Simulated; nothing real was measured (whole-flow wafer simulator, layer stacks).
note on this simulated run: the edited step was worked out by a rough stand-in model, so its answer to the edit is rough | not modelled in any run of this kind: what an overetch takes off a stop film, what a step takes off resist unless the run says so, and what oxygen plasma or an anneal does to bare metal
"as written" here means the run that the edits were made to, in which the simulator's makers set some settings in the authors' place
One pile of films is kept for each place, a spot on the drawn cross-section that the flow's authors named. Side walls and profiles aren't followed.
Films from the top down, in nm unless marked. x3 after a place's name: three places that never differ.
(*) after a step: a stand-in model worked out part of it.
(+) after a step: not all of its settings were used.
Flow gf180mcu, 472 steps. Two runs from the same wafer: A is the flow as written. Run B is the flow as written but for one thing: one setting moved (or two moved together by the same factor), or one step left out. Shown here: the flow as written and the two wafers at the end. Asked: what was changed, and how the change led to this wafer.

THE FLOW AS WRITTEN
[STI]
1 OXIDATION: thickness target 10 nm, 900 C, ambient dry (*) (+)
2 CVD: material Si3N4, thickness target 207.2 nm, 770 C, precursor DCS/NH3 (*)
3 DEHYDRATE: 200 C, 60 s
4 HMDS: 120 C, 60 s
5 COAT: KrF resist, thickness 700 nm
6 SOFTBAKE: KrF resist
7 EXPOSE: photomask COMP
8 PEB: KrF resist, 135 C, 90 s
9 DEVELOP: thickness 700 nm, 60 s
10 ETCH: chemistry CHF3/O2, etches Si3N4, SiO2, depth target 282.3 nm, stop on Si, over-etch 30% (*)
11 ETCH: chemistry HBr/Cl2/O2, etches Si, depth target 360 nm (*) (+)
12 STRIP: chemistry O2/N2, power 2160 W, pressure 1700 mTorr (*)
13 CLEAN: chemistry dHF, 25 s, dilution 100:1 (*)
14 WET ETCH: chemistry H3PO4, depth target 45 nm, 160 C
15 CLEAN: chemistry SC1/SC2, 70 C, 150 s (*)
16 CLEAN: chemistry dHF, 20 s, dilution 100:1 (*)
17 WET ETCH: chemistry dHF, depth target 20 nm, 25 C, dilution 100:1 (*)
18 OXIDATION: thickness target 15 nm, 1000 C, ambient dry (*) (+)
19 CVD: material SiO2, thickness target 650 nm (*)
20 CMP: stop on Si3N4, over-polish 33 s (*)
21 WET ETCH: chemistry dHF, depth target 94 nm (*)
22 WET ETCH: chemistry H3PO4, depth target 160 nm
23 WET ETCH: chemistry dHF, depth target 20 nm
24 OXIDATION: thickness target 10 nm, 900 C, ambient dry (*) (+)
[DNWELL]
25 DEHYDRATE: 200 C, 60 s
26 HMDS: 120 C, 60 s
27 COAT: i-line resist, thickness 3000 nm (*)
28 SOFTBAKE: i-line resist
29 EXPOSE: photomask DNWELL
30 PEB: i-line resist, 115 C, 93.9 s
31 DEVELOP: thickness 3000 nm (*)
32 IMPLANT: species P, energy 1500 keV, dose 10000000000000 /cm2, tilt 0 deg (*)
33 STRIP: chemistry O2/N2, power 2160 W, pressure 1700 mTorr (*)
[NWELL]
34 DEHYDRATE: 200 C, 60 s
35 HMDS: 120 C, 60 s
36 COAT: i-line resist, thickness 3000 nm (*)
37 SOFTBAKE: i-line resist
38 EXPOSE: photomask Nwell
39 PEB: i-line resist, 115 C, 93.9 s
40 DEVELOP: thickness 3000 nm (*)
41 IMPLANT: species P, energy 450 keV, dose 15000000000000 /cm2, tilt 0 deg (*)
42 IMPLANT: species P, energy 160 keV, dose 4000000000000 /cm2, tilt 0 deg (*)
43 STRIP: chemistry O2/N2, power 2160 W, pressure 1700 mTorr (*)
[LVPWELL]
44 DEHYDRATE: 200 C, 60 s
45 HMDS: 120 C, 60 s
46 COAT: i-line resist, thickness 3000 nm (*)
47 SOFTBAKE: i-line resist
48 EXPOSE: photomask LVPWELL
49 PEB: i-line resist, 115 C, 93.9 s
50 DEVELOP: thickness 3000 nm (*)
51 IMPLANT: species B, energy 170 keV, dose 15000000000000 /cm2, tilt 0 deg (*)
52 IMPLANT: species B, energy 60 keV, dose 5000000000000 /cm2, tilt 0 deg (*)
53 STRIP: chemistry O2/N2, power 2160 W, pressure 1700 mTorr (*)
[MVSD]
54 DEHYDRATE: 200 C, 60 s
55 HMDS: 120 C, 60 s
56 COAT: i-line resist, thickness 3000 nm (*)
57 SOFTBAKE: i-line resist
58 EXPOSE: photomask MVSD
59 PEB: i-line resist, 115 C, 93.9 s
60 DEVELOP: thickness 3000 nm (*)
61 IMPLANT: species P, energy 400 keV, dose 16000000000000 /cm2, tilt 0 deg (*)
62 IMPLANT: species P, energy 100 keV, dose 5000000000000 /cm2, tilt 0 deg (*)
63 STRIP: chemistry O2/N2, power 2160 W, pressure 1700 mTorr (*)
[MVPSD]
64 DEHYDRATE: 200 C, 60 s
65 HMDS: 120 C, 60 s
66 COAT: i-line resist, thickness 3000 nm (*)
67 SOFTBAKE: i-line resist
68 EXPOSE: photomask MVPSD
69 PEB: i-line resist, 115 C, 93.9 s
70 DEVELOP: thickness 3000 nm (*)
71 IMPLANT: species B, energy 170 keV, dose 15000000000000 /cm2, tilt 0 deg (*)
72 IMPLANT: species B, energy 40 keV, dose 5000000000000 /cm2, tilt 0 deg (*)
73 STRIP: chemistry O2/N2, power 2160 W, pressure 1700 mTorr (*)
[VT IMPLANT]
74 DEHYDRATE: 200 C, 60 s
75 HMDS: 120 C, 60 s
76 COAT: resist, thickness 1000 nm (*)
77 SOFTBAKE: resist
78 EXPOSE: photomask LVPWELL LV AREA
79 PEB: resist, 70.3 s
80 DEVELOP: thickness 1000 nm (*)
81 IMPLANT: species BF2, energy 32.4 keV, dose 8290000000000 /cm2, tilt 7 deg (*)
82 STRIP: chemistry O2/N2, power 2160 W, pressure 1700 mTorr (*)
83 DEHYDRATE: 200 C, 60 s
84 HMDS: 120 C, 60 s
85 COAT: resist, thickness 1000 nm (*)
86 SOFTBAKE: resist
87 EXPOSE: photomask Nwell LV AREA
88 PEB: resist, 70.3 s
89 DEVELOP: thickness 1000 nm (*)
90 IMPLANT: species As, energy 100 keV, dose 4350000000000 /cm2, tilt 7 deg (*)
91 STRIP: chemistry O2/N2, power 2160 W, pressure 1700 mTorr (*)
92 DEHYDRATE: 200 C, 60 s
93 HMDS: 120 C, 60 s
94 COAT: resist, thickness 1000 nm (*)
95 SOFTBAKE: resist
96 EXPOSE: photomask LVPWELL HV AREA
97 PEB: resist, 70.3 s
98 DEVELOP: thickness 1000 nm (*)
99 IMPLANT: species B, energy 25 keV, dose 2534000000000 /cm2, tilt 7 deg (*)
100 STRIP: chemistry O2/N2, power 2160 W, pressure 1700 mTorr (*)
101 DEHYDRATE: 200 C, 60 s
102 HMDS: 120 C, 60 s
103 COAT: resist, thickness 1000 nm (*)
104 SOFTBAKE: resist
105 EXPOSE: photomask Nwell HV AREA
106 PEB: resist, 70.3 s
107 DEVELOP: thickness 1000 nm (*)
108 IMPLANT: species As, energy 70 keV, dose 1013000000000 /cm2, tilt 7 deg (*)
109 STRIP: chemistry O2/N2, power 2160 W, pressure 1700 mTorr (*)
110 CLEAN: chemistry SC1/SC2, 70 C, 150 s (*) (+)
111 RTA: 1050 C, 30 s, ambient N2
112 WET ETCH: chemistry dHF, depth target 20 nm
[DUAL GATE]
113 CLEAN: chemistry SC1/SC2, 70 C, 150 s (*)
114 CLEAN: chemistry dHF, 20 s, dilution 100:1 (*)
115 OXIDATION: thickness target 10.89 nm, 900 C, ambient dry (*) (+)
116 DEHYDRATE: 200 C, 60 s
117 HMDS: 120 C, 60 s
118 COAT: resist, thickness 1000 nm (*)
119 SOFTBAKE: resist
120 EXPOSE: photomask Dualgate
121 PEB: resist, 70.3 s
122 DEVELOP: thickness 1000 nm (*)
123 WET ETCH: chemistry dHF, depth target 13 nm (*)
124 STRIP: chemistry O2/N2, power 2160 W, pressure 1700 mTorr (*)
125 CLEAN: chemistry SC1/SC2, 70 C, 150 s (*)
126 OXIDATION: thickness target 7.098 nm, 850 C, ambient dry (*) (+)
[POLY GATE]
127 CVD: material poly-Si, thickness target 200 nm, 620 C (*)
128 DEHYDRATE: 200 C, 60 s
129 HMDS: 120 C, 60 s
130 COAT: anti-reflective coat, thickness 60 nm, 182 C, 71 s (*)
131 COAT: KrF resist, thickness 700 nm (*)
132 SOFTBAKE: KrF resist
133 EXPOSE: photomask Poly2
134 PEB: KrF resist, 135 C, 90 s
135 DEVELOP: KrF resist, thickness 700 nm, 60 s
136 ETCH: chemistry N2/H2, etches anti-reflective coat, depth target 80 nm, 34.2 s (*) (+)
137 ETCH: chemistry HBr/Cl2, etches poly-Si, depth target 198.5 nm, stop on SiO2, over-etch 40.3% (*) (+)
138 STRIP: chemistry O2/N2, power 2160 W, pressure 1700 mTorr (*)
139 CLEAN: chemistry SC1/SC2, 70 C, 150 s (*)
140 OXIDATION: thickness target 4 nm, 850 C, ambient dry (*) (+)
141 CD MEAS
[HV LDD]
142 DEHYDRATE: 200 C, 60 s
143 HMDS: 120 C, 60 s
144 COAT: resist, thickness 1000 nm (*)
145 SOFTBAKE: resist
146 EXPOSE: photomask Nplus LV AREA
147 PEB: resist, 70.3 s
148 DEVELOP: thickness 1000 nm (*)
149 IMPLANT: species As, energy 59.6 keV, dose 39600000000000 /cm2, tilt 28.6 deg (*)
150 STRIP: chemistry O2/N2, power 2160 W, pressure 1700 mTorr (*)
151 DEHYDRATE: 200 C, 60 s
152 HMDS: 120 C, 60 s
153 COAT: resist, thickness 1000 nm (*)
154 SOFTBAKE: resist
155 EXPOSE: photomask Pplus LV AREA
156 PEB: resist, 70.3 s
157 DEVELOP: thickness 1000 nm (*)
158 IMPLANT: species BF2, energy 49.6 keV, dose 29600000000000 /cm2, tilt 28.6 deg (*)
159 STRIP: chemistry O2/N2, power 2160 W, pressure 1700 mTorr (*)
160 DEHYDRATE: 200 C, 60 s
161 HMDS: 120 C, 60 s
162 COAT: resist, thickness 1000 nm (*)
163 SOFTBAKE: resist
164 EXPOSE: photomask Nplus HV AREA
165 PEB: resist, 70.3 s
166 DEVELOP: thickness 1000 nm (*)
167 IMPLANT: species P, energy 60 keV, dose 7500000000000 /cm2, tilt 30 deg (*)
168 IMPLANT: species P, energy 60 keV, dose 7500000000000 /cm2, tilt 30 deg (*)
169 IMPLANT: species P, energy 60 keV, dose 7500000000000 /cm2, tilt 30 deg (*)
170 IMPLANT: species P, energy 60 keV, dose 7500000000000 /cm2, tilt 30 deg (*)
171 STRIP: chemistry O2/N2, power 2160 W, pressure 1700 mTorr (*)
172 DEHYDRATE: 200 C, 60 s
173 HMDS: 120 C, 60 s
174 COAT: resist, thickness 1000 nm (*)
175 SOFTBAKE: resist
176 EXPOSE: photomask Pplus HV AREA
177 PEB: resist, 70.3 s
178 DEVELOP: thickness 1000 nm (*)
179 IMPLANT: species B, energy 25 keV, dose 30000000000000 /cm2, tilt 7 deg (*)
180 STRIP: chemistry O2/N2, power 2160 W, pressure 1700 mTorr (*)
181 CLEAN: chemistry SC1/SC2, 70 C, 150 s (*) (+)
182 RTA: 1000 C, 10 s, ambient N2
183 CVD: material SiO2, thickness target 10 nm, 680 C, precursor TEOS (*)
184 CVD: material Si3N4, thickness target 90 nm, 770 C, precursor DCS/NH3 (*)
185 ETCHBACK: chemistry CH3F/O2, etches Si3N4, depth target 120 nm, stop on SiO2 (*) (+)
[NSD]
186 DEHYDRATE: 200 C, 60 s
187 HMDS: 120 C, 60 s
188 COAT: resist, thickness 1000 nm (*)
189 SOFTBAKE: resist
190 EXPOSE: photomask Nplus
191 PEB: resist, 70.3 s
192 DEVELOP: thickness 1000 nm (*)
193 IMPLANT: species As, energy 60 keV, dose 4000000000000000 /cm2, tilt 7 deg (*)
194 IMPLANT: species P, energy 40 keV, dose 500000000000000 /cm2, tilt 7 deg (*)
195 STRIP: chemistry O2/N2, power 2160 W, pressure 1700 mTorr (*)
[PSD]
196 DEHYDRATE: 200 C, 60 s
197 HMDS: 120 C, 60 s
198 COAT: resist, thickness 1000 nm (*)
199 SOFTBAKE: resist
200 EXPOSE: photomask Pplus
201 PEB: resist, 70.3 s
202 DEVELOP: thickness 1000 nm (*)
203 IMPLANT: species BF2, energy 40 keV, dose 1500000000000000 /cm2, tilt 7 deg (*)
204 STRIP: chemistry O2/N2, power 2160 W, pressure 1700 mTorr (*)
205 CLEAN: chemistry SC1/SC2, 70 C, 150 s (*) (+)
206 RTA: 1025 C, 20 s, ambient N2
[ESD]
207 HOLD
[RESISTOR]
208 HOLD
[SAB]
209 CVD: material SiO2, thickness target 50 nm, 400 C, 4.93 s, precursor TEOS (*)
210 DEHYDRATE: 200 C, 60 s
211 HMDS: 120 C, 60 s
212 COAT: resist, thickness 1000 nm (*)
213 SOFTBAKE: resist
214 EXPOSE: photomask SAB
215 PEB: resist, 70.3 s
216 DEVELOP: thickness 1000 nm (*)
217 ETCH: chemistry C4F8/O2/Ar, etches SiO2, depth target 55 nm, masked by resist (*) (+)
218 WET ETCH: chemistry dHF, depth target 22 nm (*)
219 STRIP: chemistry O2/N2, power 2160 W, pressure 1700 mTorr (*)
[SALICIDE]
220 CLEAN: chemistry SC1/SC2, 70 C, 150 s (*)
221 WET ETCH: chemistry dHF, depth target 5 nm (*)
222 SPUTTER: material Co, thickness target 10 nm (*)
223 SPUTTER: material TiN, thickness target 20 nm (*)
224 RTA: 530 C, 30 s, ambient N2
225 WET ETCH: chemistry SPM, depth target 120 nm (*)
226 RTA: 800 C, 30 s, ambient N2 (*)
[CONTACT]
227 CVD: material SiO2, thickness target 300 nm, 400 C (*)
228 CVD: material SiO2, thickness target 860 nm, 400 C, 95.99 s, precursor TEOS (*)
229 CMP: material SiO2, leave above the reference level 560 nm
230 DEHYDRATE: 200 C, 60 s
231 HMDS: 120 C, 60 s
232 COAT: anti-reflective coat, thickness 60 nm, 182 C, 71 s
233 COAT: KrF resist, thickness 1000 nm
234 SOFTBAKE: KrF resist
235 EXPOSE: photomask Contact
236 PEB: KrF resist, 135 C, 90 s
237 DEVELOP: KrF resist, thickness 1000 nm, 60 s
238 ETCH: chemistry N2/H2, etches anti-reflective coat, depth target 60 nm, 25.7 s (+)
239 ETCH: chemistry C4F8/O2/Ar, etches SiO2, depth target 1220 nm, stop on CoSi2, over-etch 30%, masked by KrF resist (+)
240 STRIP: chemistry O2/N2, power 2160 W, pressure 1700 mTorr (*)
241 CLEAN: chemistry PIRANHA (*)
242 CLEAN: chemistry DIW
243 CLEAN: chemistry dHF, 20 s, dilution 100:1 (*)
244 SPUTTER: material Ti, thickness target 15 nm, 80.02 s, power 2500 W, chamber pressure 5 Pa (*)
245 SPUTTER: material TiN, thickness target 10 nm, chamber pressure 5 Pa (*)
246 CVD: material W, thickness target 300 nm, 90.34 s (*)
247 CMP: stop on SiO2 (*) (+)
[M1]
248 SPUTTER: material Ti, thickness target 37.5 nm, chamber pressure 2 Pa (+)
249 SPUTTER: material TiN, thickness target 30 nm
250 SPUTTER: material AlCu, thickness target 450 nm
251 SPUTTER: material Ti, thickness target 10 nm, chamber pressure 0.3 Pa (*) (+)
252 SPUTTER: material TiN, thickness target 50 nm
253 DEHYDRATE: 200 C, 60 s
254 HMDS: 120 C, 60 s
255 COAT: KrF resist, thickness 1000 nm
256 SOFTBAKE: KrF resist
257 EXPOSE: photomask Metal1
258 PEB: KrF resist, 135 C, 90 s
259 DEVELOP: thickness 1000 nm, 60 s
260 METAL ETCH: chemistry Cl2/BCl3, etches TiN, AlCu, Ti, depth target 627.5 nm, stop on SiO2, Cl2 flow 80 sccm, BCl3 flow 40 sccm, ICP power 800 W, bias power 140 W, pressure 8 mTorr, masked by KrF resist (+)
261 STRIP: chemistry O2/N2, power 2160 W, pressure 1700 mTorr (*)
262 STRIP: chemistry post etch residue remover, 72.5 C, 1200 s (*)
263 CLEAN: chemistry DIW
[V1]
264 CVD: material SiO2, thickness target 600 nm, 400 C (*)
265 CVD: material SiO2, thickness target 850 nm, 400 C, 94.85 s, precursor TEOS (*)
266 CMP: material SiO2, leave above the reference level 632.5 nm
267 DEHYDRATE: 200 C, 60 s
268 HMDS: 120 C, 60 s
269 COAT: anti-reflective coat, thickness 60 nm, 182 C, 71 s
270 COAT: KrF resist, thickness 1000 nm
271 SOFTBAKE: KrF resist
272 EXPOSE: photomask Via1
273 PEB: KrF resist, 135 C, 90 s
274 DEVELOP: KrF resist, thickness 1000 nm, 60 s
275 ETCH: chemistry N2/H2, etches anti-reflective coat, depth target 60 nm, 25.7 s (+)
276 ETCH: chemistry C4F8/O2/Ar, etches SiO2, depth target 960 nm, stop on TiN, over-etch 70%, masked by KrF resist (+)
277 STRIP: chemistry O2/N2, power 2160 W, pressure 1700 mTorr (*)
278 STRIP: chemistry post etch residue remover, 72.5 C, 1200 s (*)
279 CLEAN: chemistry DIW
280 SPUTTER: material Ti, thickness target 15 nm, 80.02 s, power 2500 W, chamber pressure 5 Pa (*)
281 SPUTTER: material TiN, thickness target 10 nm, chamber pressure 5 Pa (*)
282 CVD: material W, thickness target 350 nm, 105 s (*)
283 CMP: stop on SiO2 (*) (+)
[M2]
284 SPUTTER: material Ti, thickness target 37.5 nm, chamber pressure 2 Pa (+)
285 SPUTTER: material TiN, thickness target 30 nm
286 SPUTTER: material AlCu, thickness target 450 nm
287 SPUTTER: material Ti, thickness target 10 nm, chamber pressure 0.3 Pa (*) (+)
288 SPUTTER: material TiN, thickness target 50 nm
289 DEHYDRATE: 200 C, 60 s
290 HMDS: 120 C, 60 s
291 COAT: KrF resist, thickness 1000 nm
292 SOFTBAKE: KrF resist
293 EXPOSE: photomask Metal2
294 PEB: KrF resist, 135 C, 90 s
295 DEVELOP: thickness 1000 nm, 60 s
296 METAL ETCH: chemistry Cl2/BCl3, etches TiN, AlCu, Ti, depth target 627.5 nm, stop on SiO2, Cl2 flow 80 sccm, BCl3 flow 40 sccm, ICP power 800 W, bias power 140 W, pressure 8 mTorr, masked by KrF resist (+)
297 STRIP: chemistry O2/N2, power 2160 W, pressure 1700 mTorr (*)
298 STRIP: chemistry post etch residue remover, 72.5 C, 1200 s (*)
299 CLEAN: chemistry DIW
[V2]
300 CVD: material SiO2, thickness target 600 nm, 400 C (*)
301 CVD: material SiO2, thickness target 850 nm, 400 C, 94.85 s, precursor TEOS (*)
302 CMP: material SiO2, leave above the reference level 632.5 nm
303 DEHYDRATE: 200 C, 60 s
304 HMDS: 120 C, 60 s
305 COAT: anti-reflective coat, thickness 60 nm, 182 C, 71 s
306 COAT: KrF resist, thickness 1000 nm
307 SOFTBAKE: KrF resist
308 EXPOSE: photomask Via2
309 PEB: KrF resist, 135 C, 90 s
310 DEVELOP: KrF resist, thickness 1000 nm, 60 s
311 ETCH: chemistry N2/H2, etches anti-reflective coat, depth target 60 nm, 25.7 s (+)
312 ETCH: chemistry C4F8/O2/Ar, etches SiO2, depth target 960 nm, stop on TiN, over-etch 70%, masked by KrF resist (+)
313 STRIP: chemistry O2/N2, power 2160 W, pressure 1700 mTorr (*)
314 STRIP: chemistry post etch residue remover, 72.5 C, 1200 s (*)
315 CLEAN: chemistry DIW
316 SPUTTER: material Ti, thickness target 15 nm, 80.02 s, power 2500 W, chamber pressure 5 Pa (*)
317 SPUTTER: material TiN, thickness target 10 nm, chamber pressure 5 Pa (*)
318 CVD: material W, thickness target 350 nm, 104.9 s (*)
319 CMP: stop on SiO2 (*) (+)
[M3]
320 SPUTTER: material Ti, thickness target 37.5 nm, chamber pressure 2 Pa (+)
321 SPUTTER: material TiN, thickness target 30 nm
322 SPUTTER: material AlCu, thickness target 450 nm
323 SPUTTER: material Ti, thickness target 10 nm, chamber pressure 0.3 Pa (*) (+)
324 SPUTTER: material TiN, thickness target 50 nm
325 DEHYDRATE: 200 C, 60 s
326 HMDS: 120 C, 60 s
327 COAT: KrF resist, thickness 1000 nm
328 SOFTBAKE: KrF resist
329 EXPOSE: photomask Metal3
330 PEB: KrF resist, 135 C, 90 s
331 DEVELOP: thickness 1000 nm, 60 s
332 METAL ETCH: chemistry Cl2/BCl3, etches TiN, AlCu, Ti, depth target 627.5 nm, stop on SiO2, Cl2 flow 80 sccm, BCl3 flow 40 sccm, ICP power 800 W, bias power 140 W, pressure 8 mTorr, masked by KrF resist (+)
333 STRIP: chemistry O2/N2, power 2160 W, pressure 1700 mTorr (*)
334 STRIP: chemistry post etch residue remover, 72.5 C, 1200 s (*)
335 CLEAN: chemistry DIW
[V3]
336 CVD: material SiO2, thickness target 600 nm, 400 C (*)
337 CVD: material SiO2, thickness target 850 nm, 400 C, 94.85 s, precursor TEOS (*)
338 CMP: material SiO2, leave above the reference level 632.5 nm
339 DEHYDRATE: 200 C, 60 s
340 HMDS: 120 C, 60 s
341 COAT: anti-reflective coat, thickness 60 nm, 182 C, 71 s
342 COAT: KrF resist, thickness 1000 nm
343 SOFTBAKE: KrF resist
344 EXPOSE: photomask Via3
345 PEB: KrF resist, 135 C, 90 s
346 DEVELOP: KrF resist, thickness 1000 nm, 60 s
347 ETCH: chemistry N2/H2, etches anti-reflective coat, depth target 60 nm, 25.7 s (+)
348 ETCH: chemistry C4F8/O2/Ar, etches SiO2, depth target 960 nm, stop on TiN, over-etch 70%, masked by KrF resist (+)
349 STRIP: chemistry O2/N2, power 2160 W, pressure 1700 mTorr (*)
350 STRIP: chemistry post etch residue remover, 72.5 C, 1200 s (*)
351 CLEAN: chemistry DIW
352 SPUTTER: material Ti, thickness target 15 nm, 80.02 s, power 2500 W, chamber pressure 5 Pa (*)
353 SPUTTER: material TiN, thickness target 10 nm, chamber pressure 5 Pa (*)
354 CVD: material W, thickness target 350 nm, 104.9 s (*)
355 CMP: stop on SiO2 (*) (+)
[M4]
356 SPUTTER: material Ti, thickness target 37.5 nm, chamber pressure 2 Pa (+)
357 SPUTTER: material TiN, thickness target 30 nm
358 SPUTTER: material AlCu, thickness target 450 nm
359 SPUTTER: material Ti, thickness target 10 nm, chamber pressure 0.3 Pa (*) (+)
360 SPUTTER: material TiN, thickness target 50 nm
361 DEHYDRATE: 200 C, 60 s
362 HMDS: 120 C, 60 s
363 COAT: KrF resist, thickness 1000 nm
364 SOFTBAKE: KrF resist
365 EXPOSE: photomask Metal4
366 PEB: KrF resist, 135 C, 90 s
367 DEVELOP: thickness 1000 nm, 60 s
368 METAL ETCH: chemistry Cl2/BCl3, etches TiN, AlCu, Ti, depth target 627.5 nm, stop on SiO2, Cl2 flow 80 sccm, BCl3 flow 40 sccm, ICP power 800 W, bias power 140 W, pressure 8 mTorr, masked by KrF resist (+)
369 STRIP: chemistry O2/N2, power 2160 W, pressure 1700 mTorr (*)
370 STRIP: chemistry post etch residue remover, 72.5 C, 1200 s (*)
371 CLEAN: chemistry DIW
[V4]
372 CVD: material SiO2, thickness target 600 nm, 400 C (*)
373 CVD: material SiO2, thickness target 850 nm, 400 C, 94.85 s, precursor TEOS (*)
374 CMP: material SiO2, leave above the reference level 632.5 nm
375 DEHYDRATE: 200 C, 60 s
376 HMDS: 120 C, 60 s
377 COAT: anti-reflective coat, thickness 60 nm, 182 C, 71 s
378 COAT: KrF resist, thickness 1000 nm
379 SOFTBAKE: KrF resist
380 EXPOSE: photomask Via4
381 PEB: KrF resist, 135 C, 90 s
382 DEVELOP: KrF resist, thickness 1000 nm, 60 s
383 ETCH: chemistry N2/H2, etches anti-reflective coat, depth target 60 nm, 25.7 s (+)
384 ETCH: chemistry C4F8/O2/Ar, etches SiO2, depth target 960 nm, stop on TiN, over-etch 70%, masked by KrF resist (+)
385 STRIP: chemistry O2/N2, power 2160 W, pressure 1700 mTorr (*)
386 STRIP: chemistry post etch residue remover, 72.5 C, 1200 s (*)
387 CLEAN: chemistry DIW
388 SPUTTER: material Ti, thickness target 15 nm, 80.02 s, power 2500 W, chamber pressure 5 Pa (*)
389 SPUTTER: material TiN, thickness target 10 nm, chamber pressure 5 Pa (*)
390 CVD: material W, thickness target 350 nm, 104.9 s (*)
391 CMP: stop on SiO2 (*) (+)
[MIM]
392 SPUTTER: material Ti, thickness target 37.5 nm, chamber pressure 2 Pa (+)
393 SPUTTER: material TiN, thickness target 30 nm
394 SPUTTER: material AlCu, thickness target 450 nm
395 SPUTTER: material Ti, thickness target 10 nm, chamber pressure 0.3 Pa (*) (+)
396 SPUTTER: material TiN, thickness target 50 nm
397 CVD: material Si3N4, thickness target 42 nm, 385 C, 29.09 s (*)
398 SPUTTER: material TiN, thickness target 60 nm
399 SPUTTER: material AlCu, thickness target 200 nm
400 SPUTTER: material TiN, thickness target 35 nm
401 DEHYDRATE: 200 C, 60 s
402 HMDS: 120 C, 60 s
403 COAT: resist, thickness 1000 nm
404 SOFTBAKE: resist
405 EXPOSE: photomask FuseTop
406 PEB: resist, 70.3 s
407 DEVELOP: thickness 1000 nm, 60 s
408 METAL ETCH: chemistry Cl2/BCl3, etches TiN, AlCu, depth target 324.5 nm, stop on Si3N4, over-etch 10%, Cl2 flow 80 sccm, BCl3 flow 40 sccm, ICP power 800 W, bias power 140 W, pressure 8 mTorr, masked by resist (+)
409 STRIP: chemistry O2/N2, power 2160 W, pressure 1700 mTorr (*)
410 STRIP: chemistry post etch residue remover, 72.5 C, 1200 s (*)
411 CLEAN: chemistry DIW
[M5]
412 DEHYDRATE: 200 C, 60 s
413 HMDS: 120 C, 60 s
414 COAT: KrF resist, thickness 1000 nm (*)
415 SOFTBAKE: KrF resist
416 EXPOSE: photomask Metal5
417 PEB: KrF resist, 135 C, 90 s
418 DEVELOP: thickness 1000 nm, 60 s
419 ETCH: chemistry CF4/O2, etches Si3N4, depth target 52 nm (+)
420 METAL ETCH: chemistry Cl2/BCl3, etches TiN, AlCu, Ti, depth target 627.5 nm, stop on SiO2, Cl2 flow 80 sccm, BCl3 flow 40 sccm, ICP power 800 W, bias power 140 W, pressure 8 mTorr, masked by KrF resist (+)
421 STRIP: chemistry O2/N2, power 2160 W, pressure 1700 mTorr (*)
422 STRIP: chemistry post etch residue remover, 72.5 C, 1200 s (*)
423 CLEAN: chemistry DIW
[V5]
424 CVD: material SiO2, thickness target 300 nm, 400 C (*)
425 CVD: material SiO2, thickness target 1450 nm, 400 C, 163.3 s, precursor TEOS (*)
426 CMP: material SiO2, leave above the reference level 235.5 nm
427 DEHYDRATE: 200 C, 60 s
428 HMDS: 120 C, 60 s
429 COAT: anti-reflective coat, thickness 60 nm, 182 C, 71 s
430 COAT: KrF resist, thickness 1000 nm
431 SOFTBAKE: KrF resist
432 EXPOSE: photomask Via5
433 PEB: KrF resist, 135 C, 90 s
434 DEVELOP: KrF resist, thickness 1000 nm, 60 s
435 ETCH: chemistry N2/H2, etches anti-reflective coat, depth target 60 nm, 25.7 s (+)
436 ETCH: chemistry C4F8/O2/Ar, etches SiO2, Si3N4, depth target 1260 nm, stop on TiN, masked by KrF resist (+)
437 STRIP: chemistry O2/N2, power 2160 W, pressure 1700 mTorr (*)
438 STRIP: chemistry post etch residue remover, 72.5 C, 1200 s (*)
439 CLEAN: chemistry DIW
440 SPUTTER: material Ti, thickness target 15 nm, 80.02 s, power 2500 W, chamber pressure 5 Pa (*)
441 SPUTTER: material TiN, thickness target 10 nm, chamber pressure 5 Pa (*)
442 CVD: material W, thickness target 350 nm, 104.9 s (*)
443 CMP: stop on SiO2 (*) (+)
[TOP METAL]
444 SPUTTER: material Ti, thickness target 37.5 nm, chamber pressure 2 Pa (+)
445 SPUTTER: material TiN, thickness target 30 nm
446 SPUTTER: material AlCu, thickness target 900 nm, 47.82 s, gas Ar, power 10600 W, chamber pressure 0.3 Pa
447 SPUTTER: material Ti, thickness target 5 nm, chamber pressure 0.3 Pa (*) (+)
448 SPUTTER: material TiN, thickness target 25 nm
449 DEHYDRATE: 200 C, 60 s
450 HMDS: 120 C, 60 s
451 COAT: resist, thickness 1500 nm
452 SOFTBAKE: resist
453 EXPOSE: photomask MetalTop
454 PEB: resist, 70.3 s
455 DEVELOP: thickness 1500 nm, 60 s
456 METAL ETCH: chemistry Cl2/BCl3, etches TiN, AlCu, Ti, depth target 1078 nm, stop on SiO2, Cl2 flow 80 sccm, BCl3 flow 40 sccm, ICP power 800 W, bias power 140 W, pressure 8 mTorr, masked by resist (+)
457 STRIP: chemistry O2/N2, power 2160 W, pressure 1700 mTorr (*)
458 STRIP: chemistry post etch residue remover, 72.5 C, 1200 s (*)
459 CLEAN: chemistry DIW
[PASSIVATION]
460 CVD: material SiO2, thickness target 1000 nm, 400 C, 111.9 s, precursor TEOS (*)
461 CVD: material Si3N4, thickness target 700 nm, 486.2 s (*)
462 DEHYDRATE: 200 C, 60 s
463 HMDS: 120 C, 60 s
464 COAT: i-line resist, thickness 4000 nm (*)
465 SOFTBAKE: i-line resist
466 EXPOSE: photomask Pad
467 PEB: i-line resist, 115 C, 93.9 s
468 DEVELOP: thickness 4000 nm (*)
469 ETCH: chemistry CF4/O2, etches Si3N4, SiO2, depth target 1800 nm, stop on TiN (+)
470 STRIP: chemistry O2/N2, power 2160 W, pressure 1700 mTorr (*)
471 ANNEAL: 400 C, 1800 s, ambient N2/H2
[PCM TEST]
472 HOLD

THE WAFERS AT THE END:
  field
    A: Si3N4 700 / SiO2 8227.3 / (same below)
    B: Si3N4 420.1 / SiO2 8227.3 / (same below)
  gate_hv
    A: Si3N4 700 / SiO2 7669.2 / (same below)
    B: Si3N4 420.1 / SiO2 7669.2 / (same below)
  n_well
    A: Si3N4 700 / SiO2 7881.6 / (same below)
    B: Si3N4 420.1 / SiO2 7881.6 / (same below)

The cause: step 461, CVD: thickness target 420 nm was run, where the flow has thickness target 700 nm; step 461, CVD: 291.7 s was run, where the flow has 486.2 s.

How the change led to this, step by step:
  461 CVD: material Si3N4, thickness target 700 nm, 486.2 s (*)
      field, field__w1, field__w2 and 109 more: A Si3N4 +700 (new film) | B Si3N4 +420.1 (new film)
  465 SOFTBAKE: i-line resist
      field__w11, field__w13: A i-line resist +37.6 | B i-line resist +36.2
      mim, ppoly_u: A i-line resist +37.5 | B i-line resist +36.1
      (and at 52 more places)
  469 ETCH: chemistry CF4/O2, etches Si3N4, SiO2, depth target 1800 nm, stop on TiN (+)
      pad: A Si3N4 -700 (all of it), SiO2 -1000 (all of it) | B Si3N4 -420.1 (all of it), SiO2 -1000 (all of it)
